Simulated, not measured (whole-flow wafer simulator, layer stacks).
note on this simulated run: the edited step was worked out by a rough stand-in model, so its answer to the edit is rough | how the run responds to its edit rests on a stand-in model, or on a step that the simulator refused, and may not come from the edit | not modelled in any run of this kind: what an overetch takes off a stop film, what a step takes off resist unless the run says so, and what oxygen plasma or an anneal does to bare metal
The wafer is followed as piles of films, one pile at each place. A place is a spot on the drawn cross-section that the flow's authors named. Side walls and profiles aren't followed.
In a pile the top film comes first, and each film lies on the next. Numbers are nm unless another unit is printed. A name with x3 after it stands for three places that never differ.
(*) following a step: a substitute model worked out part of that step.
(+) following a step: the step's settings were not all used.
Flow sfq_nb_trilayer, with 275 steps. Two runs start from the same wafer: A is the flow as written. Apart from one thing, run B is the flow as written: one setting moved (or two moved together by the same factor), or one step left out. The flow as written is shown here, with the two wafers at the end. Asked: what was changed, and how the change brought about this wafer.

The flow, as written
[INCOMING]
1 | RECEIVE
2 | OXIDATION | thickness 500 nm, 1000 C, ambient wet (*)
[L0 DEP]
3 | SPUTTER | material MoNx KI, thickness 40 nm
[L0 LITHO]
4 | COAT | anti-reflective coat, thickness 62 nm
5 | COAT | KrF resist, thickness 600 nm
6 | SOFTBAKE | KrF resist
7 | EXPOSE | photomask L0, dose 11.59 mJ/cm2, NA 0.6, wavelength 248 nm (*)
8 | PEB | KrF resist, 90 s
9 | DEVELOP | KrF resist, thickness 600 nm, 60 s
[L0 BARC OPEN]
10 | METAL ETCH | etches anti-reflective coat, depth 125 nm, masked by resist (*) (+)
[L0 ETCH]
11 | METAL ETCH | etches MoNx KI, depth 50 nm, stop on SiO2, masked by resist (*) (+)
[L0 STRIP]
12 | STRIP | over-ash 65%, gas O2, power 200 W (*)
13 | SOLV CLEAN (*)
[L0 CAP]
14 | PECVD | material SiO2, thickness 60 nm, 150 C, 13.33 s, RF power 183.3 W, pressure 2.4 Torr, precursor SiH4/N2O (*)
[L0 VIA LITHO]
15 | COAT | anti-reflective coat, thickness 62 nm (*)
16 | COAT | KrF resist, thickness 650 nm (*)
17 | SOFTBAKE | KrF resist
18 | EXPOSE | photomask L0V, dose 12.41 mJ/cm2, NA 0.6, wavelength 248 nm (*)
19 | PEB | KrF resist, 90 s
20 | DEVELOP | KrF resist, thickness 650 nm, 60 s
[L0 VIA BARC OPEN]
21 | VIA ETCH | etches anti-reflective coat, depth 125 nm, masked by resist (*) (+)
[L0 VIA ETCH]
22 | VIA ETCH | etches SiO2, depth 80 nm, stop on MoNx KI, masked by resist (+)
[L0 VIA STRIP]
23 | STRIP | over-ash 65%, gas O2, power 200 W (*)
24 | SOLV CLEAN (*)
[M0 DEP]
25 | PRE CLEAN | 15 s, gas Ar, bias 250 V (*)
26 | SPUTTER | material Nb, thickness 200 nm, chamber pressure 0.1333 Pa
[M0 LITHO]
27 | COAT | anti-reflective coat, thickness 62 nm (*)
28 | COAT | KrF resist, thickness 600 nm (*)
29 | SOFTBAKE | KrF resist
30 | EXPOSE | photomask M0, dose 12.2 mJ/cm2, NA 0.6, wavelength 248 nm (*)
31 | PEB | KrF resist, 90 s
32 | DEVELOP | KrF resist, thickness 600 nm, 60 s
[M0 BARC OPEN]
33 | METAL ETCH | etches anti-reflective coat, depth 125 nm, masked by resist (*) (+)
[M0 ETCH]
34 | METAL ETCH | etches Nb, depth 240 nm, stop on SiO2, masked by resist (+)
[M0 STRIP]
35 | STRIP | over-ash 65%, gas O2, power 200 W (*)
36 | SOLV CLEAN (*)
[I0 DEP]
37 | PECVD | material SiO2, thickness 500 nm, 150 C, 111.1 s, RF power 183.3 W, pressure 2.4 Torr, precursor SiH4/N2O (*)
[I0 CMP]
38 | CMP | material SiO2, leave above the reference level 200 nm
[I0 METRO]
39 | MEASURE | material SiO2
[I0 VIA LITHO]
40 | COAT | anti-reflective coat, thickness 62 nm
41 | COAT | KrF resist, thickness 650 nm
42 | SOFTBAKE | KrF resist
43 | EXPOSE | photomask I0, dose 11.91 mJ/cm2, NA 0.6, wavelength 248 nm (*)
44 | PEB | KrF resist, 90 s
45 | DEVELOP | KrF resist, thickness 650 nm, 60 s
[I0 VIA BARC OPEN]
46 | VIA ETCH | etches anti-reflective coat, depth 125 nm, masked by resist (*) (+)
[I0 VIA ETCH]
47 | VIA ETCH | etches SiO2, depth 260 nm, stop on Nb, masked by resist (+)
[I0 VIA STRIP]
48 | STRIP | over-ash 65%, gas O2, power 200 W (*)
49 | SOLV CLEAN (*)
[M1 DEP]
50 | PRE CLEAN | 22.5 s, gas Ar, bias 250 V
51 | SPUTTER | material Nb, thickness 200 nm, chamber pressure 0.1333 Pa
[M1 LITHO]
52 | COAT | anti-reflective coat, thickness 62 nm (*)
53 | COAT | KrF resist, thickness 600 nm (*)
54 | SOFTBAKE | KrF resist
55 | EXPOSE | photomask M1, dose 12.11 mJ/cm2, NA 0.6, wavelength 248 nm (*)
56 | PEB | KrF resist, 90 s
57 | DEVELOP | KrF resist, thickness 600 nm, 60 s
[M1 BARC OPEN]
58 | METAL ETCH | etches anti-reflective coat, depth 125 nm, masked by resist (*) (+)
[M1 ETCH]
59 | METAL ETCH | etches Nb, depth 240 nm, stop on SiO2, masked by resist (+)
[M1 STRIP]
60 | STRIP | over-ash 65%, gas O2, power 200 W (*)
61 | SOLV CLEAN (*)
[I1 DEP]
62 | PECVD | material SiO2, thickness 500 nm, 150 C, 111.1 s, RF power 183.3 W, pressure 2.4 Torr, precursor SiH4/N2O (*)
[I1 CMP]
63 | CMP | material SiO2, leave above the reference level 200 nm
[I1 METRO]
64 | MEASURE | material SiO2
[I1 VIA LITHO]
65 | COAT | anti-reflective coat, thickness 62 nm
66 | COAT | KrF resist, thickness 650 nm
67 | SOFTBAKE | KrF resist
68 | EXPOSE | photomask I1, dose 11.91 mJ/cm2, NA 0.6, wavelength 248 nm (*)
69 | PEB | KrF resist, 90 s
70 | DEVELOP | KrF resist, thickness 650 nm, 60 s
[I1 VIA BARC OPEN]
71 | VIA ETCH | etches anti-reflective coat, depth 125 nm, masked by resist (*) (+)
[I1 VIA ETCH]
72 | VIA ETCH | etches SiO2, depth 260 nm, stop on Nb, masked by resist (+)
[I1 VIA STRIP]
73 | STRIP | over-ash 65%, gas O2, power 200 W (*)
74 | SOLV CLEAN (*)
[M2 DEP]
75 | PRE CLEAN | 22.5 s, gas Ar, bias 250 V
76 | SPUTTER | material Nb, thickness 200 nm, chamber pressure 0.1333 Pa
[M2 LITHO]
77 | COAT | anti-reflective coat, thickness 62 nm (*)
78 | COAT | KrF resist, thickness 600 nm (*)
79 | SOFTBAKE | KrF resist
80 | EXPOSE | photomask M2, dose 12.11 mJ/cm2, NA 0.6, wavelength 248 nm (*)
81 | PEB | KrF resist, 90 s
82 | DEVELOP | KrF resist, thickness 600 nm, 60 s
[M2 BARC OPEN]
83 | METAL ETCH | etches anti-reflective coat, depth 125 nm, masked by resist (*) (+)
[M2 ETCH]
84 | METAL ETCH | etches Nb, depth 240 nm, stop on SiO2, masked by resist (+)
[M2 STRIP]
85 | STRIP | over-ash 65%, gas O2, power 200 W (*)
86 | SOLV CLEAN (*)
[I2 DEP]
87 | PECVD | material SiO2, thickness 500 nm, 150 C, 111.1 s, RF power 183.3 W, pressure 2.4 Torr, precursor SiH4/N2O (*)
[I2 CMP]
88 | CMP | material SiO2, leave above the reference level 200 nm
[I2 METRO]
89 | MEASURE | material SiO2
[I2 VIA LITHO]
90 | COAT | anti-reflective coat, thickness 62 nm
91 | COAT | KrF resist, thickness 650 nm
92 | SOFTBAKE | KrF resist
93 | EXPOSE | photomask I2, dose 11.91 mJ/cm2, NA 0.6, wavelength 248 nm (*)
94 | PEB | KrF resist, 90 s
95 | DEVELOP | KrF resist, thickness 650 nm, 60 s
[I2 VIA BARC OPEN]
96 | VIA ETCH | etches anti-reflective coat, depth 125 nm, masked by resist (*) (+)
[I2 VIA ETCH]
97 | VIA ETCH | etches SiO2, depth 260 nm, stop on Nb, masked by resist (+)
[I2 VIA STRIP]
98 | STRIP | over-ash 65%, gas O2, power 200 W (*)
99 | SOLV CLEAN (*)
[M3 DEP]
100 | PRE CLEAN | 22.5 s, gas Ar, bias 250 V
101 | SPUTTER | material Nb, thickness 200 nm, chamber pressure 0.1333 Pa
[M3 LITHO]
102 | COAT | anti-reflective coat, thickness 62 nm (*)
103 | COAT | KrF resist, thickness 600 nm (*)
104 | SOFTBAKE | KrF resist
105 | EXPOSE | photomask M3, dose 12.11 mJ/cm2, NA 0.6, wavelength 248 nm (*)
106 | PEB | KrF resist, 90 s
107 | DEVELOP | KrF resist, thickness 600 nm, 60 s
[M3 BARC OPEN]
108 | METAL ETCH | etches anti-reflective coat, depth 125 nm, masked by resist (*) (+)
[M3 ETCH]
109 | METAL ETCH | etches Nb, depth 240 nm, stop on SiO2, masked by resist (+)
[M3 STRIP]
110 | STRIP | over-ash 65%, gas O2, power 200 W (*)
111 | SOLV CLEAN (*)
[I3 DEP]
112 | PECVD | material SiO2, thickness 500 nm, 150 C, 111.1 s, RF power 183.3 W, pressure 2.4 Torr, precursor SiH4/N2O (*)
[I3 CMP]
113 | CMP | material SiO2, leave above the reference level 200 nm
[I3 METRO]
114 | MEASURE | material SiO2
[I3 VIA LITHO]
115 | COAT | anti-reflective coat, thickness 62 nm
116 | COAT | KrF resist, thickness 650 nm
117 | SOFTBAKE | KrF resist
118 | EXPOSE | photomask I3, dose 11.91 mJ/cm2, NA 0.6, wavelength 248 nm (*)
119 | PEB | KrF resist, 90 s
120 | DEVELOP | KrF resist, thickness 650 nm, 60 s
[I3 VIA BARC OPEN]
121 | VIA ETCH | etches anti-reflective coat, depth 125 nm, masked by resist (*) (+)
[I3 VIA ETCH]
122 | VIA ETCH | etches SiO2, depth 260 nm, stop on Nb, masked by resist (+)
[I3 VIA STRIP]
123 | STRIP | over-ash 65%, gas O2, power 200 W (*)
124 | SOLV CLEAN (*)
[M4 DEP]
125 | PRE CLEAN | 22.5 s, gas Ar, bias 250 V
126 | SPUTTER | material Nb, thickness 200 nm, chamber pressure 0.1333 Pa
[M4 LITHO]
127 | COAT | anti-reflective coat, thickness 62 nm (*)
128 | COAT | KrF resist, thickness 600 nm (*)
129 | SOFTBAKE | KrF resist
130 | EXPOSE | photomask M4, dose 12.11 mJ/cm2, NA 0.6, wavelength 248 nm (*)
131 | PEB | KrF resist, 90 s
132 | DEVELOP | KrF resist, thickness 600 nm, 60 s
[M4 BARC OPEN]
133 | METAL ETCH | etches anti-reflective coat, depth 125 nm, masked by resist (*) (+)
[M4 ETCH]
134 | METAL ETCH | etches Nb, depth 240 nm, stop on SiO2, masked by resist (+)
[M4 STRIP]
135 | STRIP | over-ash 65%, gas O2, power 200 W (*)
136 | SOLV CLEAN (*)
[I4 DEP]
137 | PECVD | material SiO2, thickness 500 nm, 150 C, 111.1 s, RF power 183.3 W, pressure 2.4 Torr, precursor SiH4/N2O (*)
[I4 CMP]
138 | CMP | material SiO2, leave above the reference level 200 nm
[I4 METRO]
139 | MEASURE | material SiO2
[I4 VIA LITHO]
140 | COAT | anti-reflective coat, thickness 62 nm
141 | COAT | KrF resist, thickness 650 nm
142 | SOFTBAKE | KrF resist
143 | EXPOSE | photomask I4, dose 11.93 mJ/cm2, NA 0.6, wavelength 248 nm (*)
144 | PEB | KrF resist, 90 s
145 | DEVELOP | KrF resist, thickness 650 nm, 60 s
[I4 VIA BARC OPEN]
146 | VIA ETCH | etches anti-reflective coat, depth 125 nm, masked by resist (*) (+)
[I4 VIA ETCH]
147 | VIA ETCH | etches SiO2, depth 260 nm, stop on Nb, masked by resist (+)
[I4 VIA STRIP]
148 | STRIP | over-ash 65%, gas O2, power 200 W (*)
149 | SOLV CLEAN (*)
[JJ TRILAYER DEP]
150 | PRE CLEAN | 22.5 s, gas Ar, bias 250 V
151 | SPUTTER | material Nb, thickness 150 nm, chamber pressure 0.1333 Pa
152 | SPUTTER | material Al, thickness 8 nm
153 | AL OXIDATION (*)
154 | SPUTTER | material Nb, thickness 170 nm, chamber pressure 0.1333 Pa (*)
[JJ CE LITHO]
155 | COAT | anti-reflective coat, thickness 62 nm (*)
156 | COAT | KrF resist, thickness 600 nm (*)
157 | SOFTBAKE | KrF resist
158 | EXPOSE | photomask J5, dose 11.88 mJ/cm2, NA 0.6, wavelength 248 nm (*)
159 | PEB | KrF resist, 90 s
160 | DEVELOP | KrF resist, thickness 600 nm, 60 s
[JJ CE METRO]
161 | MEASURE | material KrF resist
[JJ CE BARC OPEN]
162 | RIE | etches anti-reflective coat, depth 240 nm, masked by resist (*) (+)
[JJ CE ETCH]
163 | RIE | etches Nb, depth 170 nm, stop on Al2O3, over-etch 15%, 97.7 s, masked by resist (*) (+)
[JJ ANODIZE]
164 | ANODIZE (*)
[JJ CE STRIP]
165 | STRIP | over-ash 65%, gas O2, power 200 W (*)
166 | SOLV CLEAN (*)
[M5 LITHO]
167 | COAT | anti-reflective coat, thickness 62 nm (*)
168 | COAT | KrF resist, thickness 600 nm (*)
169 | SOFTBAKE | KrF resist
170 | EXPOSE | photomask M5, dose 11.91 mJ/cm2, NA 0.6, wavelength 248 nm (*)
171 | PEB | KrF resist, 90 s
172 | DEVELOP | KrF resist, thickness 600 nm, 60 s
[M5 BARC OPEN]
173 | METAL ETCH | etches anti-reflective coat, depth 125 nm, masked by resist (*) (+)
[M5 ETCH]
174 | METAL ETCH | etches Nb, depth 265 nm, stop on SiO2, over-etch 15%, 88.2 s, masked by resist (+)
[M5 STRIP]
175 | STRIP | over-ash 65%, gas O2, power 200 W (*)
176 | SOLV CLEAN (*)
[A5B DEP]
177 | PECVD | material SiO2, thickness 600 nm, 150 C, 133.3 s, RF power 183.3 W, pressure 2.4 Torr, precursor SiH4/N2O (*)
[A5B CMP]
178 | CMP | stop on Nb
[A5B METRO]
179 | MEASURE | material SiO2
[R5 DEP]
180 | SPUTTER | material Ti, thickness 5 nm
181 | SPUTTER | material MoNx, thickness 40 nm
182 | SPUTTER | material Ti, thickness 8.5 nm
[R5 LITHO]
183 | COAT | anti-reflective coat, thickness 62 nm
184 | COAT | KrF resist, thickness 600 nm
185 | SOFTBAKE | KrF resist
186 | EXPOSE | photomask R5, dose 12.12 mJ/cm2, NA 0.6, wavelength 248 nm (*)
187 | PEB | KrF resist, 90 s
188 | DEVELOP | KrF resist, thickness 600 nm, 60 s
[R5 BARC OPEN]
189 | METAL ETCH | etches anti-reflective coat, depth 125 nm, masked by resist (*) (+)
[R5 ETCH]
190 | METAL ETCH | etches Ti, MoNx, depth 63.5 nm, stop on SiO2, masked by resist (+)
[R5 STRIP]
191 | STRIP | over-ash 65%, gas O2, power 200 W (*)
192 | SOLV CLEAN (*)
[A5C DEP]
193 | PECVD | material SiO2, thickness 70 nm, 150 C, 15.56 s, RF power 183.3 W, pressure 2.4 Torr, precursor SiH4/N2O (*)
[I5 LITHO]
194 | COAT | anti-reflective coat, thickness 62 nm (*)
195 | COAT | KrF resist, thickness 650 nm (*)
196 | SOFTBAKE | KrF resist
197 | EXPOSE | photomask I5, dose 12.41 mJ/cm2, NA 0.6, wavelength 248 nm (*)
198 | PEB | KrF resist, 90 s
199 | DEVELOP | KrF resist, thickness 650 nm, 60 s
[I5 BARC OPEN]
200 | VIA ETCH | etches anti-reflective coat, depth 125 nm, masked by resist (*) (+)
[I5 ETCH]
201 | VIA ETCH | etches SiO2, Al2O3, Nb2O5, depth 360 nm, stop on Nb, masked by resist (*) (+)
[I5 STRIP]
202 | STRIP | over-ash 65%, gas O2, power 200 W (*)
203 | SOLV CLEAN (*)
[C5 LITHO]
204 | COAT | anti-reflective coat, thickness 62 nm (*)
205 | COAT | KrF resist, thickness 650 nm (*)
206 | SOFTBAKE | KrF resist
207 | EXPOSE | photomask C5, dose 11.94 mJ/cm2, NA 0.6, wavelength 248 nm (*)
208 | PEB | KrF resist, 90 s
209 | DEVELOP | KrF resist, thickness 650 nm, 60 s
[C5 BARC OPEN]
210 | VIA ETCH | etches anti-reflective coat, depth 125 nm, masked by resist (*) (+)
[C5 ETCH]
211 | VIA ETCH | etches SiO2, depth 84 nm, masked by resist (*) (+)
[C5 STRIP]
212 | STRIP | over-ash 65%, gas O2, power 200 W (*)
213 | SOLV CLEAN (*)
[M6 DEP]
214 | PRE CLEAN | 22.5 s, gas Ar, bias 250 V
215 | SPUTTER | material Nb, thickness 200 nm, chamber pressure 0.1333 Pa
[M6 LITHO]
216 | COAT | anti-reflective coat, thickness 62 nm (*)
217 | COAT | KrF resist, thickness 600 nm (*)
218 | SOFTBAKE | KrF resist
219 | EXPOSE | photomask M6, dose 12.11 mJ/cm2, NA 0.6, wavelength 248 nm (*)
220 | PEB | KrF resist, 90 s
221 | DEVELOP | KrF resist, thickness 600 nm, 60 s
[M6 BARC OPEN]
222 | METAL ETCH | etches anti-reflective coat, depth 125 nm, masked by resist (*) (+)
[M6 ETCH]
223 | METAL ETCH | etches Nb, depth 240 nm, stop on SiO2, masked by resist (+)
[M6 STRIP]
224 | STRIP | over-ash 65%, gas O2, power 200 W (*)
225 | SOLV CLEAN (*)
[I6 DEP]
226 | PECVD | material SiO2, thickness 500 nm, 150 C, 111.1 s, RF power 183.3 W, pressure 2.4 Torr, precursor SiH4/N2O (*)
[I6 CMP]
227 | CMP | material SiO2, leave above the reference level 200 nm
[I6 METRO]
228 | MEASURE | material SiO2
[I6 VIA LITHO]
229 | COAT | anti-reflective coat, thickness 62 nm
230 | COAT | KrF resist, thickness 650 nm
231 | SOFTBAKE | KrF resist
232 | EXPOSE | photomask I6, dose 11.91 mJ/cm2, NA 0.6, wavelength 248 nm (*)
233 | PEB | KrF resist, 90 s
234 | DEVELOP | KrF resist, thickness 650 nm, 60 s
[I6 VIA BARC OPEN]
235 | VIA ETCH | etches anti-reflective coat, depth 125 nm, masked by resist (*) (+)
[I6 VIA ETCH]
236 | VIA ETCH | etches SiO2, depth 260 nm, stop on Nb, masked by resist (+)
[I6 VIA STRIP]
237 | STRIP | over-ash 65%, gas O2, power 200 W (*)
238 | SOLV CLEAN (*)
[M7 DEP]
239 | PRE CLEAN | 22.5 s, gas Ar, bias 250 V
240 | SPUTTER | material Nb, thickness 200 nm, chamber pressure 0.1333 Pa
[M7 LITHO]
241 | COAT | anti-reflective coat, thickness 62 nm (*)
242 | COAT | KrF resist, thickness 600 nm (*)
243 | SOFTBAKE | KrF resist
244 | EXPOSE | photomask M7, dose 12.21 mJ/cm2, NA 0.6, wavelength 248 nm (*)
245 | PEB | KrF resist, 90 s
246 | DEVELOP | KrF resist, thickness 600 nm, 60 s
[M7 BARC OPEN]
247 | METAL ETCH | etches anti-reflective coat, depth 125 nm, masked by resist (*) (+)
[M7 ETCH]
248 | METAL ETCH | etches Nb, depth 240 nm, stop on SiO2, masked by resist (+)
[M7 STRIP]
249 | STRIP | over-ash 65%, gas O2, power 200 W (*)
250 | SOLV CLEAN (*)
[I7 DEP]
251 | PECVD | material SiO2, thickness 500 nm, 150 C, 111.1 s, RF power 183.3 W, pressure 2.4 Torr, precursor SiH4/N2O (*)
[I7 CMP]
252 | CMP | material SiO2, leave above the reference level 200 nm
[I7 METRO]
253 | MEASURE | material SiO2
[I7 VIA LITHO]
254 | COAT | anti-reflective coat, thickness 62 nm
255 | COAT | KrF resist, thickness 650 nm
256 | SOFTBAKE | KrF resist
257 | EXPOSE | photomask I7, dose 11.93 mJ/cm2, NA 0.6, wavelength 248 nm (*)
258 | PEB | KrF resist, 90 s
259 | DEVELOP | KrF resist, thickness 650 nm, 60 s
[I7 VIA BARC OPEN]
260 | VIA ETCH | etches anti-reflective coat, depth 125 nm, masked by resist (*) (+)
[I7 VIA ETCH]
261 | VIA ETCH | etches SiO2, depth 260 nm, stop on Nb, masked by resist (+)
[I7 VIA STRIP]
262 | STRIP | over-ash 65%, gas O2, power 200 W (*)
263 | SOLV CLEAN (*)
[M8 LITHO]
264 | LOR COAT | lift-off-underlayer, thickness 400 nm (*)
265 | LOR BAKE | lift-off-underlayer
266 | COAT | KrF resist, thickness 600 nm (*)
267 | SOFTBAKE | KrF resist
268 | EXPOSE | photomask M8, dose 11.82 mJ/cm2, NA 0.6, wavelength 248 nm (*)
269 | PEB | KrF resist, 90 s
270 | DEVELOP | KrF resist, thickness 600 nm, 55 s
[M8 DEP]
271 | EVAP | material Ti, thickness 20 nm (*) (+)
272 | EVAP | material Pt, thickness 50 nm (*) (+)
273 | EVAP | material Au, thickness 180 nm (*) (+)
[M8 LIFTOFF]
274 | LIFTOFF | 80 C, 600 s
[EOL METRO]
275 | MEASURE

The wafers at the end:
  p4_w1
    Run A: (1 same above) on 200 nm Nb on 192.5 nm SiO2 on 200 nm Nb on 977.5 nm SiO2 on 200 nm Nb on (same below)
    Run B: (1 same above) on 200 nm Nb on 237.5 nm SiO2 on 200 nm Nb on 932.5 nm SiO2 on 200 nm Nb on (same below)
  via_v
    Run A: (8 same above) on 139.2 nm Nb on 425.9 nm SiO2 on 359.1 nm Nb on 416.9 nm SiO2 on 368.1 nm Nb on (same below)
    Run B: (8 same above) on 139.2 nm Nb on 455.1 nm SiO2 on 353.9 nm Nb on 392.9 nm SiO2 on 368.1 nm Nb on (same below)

The reason: step 87, PECVD: thickness 355 nm was run, while the flow as written has thickness 500 nm; step 87, PECVD: 78.89 s was run, where the flow has 111.1 s.

The path from the change to this, step by step:
  87 | PECVD | material SiO2, thickness 500 nm, 150 C, 111.1 s, RF power 183.3 W, pressure 2.4 Torr, precursor SiH4/N2O (*)
      field_l, be, be_sur and 81 more: A SiO2 gains 500 | B SiO2 gains 355
      v_sur, via_wl, via_w and 18 more: A SiO2 gains 500 (new film) | B SiO2 gains 355 (new film)
      (as well as at 1 more place)
  88 | CMP | material SiO2, leave above the reference level 200 nm
      field_l, be, be_sur and 81 more: A SiO2 loses 100 | B nothing
      via_v: A SiO2 loses 181.6 | B nothing
      (as well as at 21 more places)
  90 | COAT | anti-reflective coat, thickness 62 nm
      m0r_line_l, m0r_line_r, m6r_line_l, m6r_line_r, m7r_line_l, m7r_line_r: A anti-reflective coat gains 62 (new film) | B anti-reflective coat gains 63.3 (new film)
      m0r_space_l, m0r_space_r, m6r_space_l, m6r_space_r, m7r_space_l, m7r_space_r: A anti-reflective coat gains 62 (new film) | B anti-reflective coat gains 68.4 (new film)
      (as well as at 45 more places)
  91 | COAT | KrF resist, thickness 650 nm
      v_sur: A KrF resist gains 650 (new film) | B KrF resist gains 634.1 (new film)
      via_wl: A KrF resist gains 650 (new film) | B KrF resist gains 631.7 (new film)
      (as well as at 8 more places)
  95 | DEVELOP | KrF resist, thickness 650 nm, 60 s
      via_w: A KrF resist loses 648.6 (all of it) | B KrF resist loses 633 (all of it)
  96 | VIA ETCH | etches anti-reflective coat, depth 125 nm, masked by resist (*) (+)
      field_l, v_sur, via_wl and 102 more: A KrF resist loses 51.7 | B KrF resist loses 48.7
      via_w: A anti-reflective coat loses 62 (all of it), SiO2 loses 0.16 | B anti-reflective coat loses 58.4 (all of it), SiO2 loses 0.15
  98 | STRIP | over-ash 65%, gas O2, power 200 W (*)
      m0r_line_l, m0r_line_r, m6r_line_l, m6r_line_r, m7r_line_l, m7r_line_r: A KrF resist loses 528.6 (all of it), anti-reflective coat loses 62 (all of it) | B KrF resist loses 539.9 (all of it), anti-reflective coat loses 63.3 (all of it)
      m0r_space_l, m0r_space_r, m6r_space_l, m6r_space_r, m7r_space_l, m7r_space_r: A KrF resist loses 528.6 (all of it), anti-reflective coat loses 62 (all of it) | B KrF resist loses 536.5 (all of it), anti-reflective coat loses 68.4 (all of it)
      (as well as at 45 more places)
  102 | COAT | anti-reflective coat, thickness 62 nm (*)
      m0r_space_l, m6r_space_l, m7r_space_l: A anti-reflective coat gains 62 (new film) | B anti-reflective coat gains 67.3 (new film)
      m0r_space_r, m6r_space_r, m7r_space_r: A anti-reflective coat gains 62 (new film) | B anti-reflective coat gains 67.5 (new film)
      (as well as at 44 more places)
  103 | COAT | KrF resist, thickness 600 nm (*)
      v_sur: A KrF resist gains 582.9 (new film) | B KrF resist gains 567.3 (new film)
      via_wl: A KrF resist gains 601.8 (new film) | B KrF resist gains 580.8 (new film)
      (as well as at 8 more places)
  107 | DEVELOP | KrF resist, thickness 600 nm, 60 s
      wl_d_sl: A KrF resist loses 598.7 (all of it) | B KrF resist loses 613.6 (all of it)
      wl_d_m1: A KrF resist loses 598.7 (all of it) | B KrF resist loses 614.9 (all of it)
      (as well as at 3 more places)
  108 | METAL ETCH | etches anti-reflective coat, depth 125 nm, masked by resist (*) (+)
      m0r_space_l, m6r_space_l, m7r_space_l: A anti-reflective coat loses 62 (all of it) | B anti-reflective coat loses 67.3 (all of it)
      m0r_space_r, m6r_space_r, m7r_space_r: A anti-reflective coat loses 62 (all of it) | B anti-reflective coat loses 67.5 (all of it)
      (as well as at 28 more places)
  110 | STRIP | over-ash 65%, gas O2, power 200 W (*)
      v_sur: A KrF resist loses 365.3 (all of it), anti-reflective coat loses 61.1 (all of it) | B KrF resist loses 348.8 (all of it), anti-reflective coat loses 51.7 (all of it)
      via_wl: A KrF resist loses 384.2 (all of it), anti-reflective coat loses 34.2 (all of it) | B KrF resist loses 362.3 (all of it), anti-reflective coat loses 33.2 (all of it)
      (as well as at 14 more places)
  113 | CMP | material SiO2, leave above the reference level 200 nm
      field_l, be, be_sur and 64 more: A SiO2 loses 100 | B SiO2 loses 55
      p4_w1, p4_w2, p4_w3 and 6 more: A SiO2 loses 300 | B SiO2 loses 255
      (as well as at 9 more places)
  122 | VIA ETCH | etches SiO2, depth 260 nm, stop on Nb, masked by resist (+)
      via_v: A SiO2 loses 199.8 (all of it) | B SiO2 loses 223.9 (all of it)
  126 | SPUTTER | material Nb, thickness 200 nm, chamber pressure 0.1333 Pa
      via_v: A Nb gains 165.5 | B Nb gains 160.4
  127 | COAT | anti-reflective coat, thickness 62 nm (*)
      via_v: A anti-reflective coat gains 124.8 (new film) | B anti-reflective coat gains 130 (new film)
  ... 2 further steps ...
  137 | PECVD | material SiO2, thickness 500 nm, 150 C, 111.1 s, RF power 183.3 W, pressure 2.4 Torr, precursor SiH4/N2O (*)
      via_v: A SiO2 gains 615 (new film) | B SiO2 gains 644.2 (new film)
